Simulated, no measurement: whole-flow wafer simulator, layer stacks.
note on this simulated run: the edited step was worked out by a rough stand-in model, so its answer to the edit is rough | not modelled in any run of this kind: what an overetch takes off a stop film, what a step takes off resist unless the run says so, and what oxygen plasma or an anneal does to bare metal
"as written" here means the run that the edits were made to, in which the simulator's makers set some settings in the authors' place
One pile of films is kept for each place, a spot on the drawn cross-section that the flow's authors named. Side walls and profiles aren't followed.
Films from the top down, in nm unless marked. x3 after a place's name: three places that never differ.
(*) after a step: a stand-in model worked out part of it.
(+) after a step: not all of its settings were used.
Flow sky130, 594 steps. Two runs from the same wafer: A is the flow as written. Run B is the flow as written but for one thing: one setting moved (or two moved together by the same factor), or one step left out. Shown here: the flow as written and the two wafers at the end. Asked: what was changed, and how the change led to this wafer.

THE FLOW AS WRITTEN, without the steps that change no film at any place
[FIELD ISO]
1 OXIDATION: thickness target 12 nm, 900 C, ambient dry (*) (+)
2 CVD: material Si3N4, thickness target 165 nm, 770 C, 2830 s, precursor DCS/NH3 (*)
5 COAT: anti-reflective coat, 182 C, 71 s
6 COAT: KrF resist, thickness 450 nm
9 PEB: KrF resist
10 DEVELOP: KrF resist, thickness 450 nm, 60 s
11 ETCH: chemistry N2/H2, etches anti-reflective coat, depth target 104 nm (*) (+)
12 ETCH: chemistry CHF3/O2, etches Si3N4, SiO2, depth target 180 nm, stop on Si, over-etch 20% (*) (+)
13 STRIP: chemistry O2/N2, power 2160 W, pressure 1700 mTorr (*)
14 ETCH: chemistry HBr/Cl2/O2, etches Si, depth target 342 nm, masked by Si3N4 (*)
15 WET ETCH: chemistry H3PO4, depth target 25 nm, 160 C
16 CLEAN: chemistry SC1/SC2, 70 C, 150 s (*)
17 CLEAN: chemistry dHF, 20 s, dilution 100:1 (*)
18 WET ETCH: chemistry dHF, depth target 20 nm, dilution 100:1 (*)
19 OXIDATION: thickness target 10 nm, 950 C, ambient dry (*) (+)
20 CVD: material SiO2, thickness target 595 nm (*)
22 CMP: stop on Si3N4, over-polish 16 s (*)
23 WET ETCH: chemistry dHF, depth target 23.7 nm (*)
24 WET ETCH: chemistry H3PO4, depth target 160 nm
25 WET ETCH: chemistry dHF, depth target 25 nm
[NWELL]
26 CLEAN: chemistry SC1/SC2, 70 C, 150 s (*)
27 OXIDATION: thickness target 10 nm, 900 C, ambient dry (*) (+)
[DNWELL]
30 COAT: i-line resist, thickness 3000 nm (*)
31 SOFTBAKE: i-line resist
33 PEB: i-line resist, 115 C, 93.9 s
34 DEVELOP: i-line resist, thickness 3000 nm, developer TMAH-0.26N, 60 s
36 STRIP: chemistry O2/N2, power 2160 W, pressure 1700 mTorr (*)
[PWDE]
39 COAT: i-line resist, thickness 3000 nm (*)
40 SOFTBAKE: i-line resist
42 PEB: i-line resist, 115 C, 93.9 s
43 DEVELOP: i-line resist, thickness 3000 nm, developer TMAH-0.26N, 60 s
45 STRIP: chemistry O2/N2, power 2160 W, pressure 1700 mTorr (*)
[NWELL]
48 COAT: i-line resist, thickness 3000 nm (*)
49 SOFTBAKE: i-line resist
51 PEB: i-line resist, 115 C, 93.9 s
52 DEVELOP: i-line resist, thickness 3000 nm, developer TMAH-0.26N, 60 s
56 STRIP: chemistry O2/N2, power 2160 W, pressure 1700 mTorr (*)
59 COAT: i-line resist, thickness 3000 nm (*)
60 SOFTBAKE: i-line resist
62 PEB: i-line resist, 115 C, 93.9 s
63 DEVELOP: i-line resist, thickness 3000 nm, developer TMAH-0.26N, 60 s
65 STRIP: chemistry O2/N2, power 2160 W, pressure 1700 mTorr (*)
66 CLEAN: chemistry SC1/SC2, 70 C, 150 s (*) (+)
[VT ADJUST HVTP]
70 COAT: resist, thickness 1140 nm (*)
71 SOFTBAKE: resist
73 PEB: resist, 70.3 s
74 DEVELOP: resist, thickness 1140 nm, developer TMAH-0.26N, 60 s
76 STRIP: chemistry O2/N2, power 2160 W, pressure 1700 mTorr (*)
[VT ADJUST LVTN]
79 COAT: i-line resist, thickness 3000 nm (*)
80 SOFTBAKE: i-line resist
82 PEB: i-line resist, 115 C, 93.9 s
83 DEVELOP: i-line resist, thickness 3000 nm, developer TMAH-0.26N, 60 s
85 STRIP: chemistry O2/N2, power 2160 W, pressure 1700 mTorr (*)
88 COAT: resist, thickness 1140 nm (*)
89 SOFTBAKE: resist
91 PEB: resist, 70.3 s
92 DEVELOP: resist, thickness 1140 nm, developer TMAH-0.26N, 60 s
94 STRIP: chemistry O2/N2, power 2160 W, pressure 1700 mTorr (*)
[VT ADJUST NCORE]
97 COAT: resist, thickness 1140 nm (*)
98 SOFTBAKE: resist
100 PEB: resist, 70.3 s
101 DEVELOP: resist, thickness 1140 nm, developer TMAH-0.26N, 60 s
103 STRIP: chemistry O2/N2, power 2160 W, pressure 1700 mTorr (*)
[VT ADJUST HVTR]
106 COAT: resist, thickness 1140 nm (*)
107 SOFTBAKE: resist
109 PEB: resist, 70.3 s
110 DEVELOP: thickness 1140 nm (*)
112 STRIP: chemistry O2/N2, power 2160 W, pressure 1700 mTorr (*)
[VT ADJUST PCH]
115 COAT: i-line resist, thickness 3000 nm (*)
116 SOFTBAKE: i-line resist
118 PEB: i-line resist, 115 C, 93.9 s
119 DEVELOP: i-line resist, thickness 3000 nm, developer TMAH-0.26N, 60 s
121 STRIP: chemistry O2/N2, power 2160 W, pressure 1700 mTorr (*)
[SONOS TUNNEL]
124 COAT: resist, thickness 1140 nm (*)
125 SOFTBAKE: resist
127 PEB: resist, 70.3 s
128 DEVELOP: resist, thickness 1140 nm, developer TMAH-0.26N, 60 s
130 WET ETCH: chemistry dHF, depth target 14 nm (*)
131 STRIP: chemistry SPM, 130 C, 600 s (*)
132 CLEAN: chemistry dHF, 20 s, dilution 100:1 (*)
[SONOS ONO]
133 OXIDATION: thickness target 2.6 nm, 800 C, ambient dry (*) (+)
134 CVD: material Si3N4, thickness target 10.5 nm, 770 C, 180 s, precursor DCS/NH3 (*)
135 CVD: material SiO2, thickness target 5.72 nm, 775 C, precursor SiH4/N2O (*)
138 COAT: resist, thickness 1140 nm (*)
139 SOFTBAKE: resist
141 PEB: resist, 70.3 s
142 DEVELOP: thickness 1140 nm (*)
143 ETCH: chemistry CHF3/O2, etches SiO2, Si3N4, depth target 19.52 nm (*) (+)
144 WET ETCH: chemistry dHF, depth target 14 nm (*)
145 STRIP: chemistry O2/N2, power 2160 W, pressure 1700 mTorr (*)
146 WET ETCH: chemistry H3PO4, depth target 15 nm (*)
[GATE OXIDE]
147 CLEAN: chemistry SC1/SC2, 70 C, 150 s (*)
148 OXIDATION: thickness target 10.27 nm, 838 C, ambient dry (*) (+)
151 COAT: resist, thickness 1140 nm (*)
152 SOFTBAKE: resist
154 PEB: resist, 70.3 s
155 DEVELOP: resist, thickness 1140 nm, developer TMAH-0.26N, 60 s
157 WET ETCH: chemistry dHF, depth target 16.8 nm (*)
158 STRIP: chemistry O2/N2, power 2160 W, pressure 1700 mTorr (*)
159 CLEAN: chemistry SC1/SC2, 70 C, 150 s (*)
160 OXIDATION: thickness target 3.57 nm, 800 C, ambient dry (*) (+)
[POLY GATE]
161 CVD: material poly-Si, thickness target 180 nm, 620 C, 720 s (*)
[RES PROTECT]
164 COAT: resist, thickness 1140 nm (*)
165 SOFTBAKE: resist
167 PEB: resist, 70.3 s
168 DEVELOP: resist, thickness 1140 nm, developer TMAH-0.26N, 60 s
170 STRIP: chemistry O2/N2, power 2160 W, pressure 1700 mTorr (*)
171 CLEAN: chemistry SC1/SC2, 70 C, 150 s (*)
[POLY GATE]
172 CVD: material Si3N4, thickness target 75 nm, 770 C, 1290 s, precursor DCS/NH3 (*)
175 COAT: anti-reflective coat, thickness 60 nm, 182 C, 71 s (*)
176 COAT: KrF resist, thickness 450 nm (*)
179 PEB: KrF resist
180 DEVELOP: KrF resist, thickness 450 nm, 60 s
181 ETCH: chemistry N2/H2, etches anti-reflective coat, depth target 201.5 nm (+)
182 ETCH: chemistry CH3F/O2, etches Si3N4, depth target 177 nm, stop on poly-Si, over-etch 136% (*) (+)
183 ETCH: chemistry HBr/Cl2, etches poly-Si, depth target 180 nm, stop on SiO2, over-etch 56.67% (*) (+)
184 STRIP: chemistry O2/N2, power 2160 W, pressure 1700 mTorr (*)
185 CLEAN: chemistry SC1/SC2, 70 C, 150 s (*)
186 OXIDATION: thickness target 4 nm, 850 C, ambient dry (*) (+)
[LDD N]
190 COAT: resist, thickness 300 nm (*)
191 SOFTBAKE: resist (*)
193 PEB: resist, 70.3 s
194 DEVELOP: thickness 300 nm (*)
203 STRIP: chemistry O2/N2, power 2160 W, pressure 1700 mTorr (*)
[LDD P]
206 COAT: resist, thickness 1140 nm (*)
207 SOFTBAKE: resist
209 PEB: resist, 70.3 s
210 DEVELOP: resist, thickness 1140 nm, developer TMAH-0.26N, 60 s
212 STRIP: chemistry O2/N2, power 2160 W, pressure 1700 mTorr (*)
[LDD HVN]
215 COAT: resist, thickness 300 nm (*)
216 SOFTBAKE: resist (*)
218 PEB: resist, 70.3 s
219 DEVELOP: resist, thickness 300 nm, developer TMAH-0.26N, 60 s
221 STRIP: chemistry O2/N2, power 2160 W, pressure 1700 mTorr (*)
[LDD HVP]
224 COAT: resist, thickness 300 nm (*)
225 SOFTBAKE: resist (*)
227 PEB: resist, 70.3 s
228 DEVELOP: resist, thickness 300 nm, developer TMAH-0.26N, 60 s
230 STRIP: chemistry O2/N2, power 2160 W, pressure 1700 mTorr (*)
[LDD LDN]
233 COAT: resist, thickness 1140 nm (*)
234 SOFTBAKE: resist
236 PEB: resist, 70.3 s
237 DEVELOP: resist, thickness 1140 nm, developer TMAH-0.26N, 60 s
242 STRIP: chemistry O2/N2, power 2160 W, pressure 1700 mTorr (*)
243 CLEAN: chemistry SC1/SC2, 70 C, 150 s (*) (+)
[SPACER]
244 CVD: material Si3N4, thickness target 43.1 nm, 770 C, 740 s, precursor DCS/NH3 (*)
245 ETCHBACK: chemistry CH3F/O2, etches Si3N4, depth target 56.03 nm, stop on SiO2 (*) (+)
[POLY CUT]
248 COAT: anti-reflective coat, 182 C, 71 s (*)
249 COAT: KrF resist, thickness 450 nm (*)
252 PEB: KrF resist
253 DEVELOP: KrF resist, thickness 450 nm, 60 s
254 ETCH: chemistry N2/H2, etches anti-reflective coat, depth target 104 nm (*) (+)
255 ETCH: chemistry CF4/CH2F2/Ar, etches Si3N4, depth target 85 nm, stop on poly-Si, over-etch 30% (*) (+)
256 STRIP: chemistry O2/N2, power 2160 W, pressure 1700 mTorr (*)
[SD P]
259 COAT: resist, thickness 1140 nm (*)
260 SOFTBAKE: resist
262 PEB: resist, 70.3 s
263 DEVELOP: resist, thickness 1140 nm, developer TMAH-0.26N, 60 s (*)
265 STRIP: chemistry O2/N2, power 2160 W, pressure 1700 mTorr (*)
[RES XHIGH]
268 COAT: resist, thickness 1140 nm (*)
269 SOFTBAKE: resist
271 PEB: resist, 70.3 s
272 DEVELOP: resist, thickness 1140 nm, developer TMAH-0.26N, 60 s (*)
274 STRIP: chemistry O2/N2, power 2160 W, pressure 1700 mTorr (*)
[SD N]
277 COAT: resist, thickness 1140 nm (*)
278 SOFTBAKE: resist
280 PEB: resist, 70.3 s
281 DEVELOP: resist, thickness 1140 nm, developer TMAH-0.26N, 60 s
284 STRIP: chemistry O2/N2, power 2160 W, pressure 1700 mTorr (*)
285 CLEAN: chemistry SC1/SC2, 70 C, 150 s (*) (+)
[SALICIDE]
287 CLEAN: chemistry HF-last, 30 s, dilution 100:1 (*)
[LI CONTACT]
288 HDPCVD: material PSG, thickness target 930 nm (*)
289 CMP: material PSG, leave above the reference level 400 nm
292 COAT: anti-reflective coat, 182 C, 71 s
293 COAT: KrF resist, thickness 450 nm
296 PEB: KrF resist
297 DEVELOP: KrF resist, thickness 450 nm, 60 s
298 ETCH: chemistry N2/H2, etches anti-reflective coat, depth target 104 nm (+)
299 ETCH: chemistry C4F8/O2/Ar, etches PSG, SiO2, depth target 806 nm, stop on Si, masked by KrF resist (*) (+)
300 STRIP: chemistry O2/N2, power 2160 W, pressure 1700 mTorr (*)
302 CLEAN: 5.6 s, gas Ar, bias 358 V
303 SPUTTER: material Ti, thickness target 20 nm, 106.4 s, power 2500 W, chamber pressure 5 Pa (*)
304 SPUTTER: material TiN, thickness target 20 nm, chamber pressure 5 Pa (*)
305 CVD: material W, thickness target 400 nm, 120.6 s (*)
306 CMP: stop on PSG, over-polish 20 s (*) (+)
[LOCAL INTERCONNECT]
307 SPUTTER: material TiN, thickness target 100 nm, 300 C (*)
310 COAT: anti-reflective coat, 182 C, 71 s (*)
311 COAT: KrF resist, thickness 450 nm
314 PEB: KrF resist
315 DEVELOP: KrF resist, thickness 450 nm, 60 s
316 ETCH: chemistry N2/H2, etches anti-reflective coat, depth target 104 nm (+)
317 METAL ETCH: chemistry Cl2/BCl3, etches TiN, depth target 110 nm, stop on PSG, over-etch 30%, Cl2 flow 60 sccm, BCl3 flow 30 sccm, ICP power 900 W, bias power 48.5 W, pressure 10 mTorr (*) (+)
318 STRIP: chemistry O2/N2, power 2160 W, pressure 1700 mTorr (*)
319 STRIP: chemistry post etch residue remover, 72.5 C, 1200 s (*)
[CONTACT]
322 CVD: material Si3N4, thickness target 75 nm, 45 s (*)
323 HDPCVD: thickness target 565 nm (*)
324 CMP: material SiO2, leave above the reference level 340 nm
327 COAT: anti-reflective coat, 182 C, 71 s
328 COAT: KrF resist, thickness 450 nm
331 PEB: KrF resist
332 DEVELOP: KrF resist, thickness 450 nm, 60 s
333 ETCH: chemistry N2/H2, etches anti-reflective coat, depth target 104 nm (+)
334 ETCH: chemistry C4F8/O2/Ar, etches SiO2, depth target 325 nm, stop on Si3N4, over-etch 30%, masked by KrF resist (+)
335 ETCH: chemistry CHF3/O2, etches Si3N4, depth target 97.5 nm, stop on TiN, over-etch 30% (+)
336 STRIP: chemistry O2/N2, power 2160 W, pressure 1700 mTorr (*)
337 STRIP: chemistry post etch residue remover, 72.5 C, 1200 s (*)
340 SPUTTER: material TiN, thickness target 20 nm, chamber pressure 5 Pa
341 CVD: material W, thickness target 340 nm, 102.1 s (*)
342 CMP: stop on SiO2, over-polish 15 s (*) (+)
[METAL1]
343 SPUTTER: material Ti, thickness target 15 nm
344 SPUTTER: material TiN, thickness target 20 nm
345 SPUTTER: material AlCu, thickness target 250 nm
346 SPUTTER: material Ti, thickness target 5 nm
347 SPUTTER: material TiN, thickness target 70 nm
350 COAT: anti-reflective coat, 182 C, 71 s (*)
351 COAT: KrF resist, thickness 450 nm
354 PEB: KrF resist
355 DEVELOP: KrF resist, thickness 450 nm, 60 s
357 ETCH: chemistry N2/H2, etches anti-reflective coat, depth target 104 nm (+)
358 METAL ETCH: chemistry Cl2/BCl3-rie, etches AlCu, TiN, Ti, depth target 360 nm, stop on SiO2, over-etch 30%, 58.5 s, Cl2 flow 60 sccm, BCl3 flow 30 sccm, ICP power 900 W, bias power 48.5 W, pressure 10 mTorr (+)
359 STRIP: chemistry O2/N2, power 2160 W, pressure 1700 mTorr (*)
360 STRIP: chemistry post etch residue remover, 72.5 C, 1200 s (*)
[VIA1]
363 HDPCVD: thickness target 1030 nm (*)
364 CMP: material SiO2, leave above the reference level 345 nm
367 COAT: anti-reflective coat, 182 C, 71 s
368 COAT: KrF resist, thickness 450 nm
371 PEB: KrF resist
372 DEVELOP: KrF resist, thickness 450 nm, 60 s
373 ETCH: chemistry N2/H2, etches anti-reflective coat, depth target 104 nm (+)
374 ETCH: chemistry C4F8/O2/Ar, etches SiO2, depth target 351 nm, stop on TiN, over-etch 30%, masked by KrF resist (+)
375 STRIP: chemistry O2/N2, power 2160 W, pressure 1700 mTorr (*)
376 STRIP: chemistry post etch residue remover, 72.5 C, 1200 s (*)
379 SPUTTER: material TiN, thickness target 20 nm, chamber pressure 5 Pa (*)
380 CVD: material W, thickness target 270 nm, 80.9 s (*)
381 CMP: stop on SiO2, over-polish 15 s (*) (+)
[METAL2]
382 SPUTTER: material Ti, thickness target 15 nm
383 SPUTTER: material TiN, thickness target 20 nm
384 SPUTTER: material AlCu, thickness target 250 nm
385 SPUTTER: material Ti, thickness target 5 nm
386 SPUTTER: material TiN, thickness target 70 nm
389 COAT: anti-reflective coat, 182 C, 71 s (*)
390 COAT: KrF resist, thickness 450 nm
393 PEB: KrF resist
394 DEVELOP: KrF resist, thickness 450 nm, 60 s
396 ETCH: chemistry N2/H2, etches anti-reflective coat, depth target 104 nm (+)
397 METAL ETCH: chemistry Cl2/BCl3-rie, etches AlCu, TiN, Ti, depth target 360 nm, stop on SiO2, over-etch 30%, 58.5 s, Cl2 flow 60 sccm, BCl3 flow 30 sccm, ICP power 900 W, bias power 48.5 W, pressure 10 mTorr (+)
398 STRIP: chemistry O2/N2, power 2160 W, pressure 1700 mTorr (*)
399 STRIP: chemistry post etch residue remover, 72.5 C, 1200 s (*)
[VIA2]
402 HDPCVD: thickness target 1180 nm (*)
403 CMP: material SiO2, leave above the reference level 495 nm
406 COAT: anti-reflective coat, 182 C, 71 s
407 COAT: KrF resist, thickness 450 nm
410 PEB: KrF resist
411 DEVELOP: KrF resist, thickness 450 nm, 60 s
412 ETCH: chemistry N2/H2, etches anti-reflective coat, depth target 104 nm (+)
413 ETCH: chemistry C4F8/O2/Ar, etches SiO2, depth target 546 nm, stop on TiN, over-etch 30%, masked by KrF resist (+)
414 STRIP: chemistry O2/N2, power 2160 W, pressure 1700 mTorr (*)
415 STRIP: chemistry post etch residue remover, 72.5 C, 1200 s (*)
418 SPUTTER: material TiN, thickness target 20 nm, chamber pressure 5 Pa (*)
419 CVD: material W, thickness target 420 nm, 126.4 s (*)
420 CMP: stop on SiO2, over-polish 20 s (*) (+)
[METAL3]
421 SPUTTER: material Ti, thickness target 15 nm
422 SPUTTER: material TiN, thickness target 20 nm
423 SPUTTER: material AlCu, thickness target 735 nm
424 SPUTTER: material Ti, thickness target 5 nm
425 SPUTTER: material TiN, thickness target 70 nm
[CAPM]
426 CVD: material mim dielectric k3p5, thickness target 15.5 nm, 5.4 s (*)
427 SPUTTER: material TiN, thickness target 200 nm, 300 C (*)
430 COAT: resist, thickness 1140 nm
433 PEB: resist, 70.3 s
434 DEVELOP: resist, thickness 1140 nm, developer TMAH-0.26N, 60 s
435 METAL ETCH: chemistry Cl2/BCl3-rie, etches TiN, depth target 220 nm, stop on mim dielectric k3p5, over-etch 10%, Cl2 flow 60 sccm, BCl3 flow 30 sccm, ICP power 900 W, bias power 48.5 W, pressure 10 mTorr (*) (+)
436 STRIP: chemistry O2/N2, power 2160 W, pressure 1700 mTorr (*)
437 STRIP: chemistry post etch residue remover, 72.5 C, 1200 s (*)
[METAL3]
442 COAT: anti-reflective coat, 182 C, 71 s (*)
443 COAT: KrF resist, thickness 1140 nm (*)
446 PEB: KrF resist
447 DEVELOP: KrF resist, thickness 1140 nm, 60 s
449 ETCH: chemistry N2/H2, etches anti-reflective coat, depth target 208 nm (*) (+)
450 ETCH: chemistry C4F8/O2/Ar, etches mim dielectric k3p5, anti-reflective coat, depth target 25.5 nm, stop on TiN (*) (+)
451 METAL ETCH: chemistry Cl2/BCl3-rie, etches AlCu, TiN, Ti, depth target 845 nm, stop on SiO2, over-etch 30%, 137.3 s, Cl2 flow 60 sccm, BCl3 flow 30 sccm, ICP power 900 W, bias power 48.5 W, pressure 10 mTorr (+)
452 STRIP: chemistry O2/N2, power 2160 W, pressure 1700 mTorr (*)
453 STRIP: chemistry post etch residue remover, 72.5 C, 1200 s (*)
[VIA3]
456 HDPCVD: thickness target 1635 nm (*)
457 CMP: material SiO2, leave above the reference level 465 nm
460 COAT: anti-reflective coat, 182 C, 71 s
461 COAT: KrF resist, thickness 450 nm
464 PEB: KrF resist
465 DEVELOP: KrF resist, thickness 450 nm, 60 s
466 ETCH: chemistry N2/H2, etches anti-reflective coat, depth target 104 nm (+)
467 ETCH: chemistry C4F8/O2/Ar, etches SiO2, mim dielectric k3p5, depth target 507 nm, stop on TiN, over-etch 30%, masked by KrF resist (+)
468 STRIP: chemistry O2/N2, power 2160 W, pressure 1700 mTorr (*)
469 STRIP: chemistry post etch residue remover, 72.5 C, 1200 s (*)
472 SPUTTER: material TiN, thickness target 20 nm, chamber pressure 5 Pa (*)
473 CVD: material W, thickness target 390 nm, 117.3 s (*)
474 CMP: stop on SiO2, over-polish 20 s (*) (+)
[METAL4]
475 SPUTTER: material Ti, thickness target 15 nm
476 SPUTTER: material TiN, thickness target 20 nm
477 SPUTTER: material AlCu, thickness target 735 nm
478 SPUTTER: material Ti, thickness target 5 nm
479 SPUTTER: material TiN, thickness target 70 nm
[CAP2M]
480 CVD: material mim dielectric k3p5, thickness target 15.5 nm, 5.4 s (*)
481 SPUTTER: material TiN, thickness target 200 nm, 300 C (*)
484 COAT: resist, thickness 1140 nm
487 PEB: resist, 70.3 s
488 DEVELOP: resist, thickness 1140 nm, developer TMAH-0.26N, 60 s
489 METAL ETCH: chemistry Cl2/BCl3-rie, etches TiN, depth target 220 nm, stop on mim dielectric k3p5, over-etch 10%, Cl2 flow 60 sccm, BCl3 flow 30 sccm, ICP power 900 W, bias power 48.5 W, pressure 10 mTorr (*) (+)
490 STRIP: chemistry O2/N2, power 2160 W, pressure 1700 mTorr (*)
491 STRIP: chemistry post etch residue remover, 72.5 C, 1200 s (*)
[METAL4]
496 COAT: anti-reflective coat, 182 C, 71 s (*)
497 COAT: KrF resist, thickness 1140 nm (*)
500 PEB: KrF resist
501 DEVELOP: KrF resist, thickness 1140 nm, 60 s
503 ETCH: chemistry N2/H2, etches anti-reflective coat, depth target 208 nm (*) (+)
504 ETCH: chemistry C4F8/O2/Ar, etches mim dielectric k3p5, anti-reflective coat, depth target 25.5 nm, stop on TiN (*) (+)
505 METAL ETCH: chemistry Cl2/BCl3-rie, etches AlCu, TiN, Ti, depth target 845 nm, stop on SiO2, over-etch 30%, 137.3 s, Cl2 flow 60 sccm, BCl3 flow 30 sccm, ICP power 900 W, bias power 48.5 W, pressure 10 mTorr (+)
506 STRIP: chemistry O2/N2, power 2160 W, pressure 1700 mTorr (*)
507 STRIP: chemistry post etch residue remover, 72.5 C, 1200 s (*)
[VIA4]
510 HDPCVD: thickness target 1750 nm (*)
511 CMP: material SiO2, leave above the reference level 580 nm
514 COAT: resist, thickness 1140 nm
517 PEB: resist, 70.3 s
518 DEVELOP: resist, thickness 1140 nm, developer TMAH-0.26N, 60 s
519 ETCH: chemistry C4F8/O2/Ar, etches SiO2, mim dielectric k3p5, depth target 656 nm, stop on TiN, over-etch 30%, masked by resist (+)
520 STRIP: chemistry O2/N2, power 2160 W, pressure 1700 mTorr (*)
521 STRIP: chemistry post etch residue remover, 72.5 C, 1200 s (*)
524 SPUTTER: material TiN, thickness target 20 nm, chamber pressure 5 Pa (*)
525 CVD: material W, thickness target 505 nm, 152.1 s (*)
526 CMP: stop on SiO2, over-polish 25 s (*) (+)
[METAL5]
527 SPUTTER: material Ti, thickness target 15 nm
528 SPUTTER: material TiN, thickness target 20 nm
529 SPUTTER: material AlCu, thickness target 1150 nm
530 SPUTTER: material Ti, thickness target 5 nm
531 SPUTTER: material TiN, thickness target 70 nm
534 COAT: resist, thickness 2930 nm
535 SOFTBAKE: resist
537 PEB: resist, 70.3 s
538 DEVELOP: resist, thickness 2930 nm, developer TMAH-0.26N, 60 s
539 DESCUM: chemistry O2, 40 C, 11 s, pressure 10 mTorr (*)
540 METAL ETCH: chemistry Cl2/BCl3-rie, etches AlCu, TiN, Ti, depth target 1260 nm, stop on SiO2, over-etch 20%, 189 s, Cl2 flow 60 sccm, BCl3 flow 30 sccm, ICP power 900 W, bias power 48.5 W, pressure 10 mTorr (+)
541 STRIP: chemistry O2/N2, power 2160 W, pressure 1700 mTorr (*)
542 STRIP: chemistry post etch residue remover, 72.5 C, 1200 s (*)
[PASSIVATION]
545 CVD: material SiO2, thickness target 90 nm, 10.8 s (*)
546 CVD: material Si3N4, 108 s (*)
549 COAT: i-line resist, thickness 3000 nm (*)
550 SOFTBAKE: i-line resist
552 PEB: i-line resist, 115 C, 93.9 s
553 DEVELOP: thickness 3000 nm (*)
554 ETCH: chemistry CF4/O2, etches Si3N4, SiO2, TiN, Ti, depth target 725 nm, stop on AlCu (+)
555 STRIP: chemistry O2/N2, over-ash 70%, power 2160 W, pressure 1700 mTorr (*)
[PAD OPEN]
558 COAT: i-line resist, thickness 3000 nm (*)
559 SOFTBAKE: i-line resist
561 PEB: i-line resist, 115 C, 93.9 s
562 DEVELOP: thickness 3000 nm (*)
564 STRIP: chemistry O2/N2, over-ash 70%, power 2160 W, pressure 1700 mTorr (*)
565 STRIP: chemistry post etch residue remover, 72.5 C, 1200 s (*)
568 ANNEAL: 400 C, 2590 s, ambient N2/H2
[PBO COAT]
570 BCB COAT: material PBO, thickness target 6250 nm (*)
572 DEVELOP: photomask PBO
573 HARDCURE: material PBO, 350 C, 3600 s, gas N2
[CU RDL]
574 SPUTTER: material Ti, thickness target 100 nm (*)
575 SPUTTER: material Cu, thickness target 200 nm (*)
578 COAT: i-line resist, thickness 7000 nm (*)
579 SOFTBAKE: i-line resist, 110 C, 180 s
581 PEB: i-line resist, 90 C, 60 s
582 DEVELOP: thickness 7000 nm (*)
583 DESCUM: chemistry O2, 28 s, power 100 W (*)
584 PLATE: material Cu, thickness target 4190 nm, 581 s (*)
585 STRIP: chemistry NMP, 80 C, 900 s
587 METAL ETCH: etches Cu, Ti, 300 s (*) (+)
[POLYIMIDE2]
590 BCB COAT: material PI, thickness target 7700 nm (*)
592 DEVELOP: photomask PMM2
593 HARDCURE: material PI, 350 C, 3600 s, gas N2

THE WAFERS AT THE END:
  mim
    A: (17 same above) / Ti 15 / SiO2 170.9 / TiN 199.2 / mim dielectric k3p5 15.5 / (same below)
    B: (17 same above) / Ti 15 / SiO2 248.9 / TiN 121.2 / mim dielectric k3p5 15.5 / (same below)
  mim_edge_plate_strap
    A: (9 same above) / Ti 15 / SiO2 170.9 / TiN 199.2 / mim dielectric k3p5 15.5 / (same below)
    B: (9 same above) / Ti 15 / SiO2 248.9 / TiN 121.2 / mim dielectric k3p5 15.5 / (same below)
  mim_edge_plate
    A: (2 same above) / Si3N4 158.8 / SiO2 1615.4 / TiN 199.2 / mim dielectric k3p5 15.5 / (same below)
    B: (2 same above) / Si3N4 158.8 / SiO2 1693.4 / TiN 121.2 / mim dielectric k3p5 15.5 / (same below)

The cause: step 427, SPUTTER: thickness target 122 nm was run, where the flow has thickness target 200 nm.

How the change led to this, step by step:
  427 SPUTTER: material TiN, thickness target 200 nm, 300 C (*)
      field, active, n_well and 188 more: A TiN +200 (new film) | B TiN +122 (new film)
  435 METAL ETCH: chemistry Cl2/BCl3-rie, etches TiN, depth target 220 nm, stop on mim dielectric k3p5, over-etch 10%, Cl2 flow 60 sccm, BCl3 flow 30 sccm, ICP power 900 W, bias power 48.5 W, pressure 10 mTorr (*) (+)
      field, active, n_well and 185 more: A TiN -200 (all of it) | B TiN -122 (all of it)
      mim, mim_edge_plate_strap, mim_edge_plate: A resist -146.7 | B resist -89.5
  436 STRIP: chemistry O2/N2, power 2160 W, pressure 1700 mTorr (*)
      mim, mim_edge_plate_strap, mim_edge_plate: A resist -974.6 (all of it) | B resist -1031.8 (all of it)
  442 COAT: anti-reflective coat, 182 C, 71 s (*)
      poly_licon, rpo_hd_licon: A anti-reflective coat +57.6 (new film) | B anti-reflective coat +77.8 (new film)
      mim: A anti-reflective coat +40.4 (new film) | B anti-reflective coat +29.7 (new film)
      (and at 6 more places)
  443 COAT: KrF resist, thickness 1140 nm (*)
      mim_edge_plate_strap, mim_edge_plate: A KrF resist +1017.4 (new film) | B KrF resist +1095.4 (new film)
      mim: A KrF resist +1025.5 (new film) | B KrF resist +1091.1 (new film)
      (and at 2 more places)
  447 DEVELOP: KrF resist, thickness 1140 nm, 60 s
      rxpo_ln: A KrF resist -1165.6 (all of it) | B KrF resist -1141.1 (all of it)
  449 ETCH: chemistry N2/H2, etches anti-reflective coat, depth target 208 nm (*) (+)
      poly_licon, rpo_hd_licon: A anti-reflective coat -57.6 (all of it) | B anti-reflective coat -77.8 (all of it)
      rpo_hd: A anti-reflective coat -62 (all of it) | B anti-reflective coat -74.7 (all of it)
      (and at 2 more places)
  452 STRIP: chemistry O2/N2, power 2160 W, pressure 1700 mTorr (*)
      mim_edge_plate_strap, mim_edge_plate: A KrF resist -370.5 (all of it), anti-reflective coat -3 (all of it) | B KrF resist -448.4 (all of it), anti-reflective coat -3 (all of it)
      mim: A KrF resist -378.7 (all of it), anti-reflective coat -40.4 (all of it) | B KrF resist -444.1 (all of it), anti-reflective coat -29.7 (all of it)
      (and at 3 more places)
  457 CMP: material SiO2, leave above the reference level 465 nm
      mim, mim_edge_plate_strap, mim_edge_plate: A SiO2 -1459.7 | B SiO2 -1381.7
